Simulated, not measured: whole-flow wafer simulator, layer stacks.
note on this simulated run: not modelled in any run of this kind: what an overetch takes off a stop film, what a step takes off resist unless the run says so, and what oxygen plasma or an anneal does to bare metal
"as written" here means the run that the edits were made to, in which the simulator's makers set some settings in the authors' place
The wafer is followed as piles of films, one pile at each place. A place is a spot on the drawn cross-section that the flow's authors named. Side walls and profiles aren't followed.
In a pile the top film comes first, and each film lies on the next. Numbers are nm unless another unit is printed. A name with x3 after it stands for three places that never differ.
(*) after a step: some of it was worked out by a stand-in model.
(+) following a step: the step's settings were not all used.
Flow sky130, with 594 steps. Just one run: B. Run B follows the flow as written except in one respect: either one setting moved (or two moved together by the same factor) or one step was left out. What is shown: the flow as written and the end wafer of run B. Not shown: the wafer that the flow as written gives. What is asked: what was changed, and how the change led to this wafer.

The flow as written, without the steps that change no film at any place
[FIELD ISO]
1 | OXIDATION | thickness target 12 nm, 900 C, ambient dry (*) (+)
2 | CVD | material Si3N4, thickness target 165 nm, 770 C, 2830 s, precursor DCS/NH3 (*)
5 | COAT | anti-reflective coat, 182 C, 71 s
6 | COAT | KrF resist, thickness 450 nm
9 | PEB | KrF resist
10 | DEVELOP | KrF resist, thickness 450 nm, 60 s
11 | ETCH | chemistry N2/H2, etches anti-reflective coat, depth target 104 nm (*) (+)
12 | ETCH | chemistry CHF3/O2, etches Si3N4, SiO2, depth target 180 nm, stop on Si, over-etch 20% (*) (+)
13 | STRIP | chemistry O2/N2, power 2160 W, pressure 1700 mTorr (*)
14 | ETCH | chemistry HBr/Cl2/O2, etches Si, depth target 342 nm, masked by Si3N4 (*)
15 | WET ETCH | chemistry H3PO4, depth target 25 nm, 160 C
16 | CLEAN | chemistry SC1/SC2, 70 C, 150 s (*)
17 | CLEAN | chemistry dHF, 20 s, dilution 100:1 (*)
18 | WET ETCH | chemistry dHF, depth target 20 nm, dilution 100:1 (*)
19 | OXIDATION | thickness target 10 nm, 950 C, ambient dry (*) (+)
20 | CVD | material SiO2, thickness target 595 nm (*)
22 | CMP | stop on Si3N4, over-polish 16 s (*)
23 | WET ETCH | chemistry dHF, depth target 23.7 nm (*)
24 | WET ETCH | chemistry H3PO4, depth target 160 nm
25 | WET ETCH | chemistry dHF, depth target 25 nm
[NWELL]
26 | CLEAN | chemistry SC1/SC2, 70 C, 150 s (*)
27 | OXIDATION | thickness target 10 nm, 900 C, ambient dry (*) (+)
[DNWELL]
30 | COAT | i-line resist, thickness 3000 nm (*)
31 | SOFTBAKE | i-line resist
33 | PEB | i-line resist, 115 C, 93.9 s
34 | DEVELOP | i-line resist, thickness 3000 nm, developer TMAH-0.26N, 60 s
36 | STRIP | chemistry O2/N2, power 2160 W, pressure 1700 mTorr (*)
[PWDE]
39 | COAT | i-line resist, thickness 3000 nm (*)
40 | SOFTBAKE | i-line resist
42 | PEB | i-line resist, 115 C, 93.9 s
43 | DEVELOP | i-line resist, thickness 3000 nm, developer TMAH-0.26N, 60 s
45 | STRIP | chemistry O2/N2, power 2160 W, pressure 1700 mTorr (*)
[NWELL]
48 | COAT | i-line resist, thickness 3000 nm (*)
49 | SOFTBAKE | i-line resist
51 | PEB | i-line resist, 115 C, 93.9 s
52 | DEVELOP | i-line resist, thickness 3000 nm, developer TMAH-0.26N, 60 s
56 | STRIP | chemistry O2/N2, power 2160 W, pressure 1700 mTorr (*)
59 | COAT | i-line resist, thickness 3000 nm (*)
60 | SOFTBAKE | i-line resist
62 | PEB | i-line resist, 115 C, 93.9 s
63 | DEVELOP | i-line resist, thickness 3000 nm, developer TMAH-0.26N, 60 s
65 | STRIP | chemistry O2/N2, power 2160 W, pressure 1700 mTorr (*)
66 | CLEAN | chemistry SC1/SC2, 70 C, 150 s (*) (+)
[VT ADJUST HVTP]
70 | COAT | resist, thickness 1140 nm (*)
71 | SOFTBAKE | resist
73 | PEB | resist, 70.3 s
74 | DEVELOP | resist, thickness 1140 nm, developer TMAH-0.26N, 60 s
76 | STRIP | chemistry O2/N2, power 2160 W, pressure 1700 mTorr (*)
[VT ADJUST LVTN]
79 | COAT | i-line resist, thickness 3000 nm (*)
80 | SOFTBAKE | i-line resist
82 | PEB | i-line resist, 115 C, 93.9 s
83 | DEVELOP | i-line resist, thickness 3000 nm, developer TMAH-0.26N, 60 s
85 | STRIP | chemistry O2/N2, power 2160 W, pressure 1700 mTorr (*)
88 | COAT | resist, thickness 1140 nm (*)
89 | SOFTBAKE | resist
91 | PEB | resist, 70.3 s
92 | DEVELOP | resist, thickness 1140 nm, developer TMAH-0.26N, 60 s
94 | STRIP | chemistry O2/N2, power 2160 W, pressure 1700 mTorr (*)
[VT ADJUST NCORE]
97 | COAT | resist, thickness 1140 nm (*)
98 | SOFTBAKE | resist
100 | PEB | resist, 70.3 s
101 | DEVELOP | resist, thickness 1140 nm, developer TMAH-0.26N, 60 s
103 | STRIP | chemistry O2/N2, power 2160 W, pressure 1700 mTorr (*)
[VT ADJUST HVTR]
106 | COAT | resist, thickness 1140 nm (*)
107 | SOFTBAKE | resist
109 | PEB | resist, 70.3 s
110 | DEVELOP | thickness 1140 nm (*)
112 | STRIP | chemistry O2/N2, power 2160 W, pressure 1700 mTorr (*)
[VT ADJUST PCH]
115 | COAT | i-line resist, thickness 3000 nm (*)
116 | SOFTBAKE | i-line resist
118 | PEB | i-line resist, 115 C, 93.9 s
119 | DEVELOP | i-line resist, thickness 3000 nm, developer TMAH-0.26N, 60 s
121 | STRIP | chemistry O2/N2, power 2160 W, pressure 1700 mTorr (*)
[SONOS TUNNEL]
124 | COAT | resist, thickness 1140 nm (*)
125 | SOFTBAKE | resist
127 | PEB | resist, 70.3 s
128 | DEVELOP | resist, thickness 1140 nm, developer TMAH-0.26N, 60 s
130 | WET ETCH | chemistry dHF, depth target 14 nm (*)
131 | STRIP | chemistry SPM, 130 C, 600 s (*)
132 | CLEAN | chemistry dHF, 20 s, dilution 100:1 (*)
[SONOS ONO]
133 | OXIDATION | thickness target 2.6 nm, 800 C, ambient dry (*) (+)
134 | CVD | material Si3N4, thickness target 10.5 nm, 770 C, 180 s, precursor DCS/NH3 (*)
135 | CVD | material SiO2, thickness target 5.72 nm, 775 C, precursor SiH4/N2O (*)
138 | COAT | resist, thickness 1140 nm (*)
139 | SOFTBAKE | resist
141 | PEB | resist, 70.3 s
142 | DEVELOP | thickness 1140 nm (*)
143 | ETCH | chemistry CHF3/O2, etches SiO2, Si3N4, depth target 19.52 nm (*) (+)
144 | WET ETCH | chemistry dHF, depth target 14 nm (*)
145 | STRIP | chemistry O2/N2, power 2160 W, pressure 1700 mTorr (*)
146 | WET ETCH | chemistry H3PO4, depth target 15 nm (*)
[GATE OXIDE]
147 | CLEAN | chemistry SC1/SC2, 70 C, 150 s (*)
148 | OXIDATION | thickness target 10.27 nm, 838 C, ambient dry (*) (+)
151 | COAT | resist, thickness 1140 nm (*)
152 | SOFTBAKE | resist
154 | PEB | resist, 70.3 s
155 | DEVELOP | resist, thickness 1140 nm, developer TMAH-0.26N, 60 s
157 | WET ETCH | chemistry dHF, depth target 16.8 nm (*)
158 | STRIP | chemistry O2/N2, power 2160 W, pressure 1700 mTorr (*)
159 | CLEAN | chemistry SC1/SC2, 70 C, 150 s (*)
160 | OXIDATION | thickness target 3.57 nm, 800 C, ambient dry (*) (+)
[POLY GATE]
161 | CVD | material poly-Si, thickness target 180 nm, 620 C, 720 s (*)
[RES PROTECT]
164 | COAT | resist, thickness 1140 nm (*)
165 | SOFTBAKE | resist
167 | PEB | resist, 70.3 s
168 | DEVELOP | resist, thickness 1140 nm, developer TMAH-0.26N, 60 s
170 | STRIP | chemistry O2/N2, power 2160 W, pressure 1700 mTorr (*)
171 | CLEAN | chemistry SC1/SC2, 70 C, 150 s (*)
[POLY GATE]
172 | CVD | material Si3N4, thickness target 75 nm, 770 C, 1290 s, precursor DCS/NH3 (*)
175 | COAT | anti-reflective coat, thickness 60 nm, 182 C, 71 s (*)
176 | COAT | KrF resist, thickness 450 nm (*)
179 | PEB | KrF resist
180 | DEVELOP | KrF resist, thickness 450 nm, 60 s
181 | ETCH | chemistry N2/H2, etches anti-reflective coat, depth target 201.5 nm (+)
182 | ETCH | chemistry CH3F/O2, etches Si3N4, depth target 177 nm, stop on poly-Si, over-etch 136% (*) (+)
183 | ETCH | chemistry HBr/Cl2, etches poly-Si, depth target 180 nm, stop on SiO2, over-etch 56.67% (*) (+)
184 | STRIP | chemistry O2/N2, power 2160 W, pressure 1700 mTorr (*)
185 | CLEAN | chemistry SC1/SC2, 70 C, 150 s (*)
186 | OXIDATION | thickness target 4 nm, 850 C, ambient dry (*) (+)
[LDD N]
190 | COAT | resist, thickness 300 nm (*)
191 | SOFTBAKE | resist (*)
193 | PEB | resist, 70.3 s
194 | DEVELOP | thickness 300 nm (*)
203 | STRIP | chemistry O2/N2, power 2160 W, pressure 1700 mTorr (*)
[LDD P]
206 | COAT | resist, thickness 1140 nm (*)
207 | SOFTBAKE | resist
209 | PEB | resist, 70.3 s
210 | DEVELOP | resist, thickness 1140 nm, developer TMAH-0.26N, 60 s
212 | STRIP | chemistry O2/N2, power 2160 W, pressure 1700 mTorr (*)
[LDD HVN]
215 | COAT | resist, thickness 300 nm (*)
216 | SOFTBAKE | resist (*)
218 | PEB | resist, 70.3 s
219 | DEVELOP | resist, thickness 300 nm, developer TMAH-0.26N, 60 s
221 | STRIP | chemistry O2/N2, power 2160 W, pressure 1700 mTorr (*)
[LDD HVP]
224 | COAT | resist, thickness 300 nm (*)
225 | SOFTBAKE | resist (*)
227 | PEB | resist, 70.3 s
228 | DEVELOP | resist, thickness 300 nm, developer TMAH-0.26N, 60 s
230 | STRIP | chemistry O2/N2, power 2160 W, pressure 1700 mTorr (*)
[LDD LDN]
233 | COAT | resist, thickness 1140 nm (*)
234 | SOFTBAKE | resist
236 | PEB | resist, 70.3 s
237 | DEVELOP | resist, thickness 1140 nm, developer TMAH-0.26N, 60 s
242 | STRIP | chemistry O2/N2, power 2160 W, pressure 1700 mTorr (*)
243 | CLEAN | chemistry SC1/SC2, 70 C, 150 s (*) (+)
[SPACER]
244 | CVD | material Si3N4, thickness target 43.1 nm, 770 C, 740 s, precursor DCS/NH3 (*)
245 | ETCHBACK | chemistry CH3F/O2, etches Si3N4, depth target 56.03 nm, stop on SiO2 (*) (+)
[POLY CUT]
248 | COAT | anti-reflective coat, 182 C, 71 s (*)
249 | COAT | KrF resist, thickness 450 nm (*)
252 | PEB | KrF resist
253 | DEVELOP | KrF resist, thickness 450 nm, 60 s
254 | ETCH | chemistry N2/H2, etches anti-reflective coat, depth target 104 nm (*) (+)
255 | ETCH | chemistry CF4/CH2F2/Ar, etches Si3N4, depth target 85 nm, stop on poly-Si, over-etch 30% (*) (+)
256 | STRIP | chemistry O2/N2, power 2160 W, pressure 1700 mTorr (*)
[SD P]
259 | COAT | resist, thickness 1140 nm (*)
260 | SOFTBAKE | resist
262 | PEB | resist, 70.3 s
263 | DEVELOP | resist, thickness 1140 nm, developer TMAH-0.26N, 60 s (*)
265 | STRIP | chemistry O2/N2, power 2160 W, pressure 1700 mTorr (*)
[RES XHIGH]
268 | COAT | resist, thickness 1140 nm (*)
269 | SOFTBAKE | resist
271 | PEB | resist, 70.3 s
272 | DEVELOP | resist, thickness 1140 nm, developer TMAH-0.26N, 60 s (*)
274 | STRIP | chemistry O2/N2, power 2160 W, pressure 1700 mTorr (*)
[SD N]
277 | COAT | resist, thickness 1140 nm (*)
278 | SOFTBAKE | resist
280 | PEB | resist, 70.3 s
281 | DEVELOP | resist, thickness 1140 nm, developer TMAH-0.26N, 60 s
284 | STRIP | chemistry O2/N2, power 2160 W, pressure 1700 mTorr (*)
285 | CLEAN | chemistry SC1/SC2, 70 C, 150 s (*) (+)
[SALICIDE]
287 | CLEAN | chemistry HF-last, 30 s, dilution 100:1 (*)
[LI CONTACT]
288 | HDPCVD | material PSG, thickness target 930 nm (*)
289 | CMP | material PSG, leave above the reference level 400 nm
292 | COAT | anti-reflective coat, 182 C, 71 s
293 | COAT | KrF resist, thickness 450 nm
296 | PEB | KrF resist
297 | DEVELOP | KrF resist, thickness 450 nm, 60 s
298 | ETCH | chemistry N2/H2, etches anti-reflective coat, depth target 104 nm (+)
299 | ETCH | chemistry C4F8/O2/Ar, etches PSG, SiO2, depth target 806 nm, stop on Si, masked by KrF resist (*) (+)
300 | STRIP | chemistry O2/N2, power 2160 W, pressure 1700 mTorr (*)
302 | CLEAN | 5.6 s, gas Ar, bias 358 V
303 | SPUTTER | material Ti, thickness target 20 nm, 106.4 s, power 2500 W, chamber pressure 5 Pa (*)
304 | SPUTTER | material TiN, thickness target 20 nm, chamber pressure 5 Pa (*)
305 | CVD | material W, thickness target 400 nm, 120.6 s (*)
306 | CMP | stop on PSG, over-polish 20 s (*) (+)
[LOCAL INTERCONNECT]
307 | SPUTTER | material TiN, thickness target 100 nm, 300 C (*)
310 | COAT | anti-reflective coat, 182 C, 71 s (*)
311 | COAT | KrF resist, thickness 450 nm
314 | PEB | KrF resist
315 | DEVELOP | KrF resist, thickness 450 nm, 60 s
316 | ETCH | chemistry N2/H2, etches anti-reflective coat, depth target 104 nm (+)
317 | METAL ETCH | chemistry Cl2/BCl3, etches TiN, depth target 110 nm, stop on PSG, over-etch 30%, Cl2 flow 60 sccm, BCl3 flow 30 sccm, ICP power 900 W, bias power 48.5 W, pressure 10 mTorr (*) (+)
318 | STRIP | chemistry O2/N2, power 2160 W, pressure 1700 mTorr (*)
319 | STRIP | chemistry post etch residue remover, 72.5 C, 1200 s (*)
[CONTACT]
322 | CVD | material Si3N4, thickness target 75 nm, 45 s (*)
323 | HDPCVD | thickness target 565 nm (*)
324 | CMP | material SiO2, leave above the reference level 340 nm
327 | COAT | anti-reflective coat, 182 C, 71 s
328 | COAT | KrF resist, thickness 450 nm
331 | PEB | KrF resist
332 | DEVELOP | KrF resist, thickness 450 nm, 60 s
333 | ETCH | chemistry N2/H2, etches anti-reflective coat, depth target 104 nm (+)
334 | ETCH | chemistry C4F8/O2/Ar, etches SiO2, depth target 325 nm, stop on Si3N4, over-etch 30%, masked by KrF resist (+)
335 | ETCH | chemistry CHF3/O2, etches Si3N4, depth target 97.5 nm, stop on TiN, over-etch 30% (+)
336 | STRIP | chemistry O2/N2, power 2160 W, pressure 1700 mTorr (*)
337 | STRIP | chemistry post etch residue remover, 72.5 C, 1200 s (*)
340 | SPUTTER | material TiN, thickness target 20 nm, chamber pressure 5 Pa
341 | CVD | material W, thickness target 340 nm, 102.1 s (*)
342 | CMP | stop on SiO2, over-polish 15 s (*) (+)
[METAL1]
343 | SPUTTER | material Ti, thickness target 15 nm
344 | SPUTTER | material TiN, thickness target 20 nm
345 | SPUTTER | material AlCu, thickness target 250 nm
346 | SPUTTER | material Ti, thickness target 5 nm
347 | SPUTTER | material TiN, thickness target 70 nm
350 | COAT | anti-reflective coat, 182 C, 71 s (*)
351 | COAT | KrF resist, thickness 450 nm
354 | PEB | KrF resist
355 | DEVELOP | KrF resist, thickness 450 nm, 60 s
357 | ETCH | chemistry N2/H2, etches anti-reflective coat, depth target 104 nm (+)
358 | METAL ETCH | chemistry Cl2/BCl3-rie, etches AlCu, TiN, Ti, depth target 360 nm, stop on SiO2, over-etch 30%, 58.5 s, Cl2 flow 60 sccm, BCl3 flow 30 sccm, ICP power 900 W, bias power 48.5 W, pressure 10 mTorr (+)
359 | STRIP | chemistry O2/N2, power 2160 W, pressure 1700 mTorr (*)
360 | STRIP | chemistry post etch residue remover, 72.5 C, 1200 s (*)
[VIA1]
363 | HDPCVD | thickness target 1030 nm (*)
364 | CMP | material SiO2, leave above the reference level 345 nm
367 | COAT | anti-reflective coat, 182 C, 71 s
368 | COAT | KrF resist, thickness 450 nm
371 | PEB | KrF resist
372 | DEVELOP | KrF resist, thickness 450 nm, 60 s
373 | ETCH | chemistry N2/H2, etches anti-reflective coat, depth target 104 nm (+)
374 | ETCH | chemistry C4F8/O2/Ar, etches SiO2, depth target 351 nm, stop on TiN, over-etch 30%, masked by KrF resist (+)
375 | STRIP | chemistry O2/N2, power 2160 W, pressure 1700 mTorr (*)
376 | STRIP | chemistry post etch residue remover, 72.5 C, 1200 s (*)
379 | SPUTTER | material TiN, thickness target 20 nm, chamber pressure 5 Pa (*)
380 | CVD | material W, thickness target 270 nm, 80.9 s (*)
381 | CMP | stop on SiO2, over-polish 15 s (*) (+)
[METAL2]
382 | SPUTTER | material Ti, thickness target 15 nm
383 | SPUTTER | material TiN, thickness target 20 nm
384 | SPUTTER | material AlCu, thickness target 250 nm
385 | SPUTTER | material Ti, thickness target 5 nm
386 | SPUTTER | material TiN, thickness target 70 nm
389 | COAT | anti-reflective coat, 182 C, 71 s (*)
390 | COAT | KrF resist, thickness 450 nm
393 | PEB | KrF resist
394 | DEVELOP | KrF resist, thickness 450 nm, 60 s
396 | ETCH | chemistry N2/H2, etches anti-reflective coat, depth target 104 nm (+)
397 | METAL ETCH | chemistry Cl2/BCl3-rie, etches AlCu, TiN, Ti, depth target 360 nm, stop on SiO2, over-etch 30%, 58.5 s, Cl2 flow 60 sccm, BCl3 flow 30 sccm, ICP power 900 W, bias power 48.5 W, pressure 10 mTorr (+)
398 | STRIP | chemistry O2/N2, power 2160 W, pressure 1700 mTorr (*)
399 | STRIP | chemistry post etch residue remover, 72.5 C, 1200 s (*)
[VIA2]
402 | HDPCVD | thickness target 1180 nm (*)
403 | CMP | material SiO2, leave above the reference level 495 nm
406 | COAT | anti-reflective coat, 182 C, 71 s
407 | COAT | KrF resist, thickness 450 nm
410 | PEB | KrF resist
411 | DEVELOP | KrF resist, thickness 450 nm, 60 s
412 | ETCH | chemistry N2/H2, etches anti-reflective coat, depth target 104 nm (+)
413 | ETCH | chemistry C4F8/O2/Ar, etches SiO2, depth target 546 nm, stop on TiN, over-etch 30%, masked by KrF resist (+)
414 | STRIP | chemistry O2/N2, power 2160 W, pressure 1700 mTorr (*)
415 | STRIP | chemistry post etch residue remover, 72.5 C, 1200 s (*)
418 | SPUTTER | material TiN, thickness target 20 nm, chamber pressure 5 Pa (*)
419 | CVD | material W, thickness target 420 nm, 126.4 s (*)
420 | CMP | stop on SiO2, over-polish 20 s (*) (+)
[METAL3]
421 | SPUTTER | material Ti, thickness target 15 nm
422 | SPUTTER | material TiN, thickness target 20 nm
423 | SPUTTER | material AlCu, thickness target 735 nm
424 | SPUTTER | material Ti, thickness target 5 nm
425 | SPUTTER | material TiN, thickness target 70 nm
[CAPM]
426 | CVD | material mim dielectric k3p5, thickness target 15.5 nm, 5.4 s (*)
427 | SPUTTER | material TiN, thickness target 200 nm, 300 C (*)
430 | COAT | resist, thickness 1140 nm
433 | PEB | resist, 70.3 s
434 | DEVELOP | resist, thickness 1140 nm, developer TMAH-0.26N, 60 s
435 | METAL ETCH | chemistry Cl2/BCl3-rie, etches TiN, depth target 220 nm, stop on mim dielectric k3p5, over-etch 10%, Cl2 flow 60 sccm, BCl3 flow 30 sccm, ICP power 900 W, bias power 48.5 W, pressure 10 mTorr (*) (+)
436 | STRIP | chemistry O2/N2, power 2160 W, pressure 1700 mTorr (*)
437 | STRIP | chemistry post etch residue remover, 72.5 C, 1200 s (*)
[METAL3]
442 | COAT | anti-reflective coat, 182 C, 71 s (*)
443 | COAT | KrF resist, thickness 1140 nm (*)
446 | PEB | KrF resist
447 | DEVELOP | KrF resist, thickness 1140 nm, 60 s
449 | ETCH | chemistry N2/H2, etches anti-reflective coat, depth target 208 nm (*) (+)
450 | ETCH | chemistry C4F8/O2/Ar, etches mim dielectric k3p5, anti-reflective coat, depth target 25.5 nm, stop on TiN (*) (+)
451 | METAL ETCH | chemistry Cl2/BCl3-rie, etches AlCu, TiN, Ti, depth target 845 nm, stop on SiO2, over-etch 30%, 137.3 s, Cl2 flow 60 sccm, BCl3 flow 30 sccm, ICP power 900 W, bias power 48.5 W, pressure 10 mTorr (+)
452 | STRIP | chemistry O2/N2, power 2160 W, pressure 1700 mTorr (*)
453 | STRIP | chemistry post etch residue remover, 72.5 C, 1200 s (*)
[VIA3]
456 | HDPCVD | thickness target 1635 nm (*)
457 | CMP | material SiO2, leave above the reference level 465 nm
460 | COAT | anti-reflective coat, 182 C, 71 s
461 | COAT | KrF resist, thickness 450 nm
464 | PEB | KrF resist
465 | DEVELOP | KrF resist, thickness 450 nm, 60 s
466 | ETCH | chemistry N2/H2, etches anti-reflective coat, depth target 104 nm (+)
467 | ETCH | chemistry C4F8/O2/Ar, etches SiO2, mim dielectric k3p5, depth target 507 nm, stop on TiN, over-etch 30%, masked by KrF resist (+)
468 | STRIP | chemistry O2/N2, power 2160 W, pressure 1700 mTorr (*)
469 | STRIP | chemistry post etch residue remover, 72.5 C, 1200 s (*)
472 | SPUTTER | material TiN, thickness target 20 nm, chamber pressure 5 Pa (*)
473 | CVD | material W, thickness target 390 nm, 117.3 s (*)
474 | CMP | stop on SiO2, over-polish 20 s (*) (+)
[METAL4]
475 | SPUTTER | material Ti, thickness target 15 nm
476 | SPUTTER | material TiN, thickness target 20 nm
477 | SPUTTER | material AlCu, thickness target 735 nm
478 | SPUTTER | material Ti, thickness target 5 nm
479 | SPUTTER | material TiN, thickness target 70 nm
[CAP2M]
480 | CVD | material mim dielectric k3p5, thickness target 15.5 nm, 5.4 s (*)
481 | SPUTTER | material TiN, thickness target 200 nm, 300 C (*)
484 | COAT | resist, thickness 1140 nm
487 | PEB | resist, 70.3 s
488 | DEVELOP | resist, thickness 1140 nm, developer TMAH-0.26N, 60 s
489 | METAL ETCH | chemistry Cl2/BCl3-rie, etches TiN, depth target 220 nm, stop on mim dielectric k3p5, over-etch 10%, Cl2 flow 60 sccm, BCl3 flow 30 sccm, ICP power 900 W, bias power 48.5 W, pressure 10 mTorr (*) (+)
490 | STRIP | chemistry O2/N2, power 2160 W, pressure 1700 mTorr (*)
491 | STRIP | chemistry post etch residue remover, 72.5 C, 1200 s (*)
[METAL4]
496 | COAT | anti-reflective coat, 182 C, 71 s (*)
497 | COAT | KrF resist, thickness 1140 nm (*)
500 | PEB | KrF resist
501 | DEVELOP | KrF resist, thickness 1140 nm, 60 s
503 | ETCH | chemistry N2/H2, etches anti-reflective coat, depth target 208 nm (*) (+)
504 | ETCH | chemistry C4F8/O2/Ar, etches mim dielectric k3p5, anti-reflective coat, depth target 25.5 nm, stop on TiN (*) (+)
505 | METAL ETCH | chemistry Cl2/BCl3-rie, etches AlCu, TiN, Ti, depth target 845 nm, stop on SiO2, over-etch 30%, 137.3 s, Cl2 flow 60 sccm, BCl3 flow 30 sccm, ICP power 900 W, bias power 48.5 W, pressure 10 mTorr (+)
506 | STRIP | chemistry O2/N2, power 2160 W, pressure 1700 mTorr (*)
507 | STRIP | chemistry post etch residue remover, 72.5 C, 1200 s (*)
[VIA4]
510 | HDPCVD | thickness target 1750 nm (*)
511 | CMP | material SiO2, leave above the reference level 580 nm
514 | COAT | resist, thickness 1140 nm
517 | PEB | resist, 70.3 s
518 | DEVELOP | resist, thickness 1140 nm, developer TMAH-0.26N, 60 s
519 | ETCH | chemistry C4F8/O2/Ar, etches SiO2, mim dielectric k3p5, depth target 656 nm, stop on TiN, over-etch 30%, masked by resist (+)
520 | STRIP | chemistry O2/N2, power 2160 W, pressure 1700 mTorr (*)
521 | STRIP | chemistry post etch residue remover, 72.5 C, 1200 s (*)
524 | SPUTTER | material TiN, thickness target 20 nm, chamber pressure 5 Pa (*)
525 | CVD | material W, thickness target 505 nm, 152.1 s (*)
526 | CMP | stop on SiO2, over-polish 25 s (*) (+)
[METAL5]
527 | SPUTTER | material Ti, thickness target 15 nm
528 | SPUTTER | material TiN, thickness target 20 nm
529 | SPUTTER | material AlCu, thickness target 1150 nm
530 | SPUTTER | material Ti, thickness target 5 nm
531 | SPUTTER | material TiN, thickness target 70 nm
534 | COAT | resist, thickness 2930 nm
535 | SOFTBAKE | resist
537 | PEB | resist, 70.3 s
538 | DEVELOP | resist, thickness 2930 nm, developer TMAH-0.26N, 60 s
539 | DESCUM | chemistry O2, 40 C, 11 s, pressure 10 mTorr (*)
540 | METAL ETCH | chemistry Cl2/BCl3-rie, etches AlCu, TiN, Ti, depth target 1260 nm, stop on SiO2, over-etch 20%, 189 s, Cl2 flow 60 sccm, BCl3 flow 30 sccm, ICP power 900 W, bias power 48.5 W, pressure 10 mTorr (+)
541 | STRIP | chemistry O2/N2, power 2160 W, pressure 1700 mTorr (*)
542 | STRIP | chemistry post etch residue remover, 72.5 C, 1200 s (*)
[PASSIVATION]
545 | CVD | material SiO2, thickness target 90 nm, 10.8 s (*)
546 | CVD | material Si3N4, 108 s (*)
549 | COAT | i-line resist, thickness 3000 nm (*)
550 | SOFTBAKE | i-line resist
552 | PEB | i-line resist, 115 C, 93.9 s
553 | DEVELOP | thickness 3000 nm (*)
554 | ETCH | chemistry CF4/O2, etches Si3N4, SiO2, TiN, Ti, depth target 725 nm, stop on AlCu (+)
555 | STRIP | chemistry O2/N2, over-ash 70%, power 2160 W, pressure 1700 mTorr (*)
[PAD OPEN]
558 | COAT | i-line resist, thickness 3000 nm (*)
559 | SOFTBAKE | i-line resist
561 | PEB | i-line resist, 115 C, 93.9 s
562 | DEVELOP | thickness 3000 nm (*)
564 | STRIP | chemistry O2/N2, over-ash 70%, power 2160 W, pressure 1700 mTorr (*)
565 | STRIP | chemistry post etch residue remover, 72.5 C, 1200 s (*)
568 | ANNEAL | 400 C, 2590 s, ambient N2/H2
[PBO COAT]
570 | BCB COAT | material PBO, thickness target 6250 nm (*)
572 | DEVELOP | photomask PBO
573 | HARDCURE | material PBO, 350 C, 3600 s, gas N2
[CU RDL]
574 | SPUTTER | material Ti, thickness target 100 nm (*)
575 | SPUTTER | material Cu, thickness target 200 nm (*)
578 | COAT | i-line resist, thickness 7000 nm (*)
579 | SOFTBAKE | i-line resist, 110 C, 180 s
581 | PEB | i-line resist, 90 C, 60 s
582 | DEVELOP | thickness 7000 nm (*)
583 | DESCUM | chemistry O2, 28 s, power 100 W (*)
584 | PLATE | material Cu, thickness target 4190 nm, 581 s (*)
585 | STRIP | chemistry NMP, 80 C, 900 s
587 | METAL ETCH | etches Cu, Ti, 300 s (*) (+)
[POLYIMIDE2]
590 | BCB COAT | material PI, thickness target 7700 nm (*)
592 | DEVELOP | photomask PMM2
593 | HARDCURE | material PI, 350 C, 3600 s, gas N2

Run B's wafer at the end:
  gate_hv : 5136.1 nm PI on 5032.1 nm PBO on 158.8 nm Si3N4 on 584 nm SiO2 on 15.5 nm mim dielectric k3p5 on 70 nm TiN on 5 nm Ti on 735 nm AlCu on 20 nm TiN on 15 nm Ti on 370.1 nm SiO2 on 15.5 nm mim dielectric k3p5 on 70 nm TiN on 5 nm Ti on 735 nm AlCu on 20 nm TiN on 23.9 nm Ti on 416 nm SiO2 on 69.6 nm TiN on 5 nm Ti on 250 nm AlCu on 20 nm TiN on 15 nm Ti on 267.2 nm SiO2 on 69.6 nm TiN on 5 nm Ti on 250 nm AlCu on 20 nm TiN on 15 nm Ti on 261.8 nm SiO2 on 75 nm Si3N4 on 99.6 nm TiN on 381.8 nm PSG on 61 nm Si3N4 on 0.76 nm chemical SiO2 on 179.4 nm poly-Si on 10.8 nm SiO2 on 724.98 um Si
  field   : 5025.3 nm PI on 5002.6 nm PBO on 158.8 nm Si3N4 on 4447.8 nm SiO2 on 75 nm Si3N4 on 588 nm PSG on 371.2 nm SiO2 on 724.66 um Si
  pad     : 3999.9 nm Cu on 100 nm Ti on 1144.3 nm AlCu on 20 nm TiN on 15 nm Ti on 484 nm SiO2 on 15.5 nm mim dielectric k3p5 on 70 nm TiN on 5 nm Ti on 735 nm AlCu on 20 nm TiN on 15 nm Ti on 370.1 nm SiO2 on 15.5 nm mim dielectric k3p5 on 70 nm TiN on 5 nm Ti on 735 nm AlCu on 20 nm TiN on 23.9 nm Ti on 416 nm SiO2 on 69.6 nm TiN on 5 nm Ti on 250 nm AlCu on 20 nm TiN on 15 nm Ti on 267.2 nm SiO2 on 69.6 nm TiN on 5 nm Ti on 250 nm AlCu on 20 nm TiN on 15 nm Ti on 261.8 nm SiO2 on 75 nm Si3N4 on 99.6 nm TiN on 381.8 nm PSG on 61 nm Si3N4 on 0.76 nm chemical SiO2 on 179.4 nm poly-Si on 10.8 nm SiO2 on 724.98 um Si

What caused this: step 421, SPUTTER: thickness target 23.9 nm was run, while the flow as written has thickness target 15 nm.
One can read it off the wafer: gate_hv has Ti 23.9, and step 421 as written asks for 15 nm.

The path from the change to this, step by step:
  421 | SPUTTER | material Ti, thickness target 15 nm
      field, active, n_well and 188 more: +23.9 Ti (new film) (it would be, as written: +15 Ti (new film))
  451 | METAL ETCH | chemistry Cl2/BCl3-rie, etches AlCu, TiN, Ti, depth target 845 nm, stop on SiO2, over-etch 30%, 137.3 s, Cl2 flow 60 sccm, BCl3 flow 30 sccm, ICP power 900 W, bias power 48.5 W, pressure 10 mTorr (+)
      field, gate, spacer and 68 more: -70 TiN (all of it), -5 Ti (all of it), -735 AlCu (all of it), -20 TiN (all of it), -23.9 Ti (all of it), -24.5 SiO2 (it would be, as written: -70 TiN (all of it), -5 Ti (all of it), -735 AlCu (all of it), -20 TiN (all of it), -15 Ti (all of it), -25.4 SiO2)
      active, vpp_ln, vpp_iso2 and 11 more: -70 TiN (all of it), -5 Ti (all of it), -735 AlCu (all of it), -20 TiN (all of it), -23.9 Ti (all of it), -24.5 SiO2 (it would be, as written: -70 TiN (all of it), -5 Ti (all of it), -735 AlCu (all of it), -20 TiN (all of it), -15 Ti (all of it), -25.3 SiO2)
  457 | CMP | material SiO2, leave above the reference level 465 nm
      field, active, gate and 82 more: -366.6 SiO2 (it would be, as written: -374.7 SiO2)
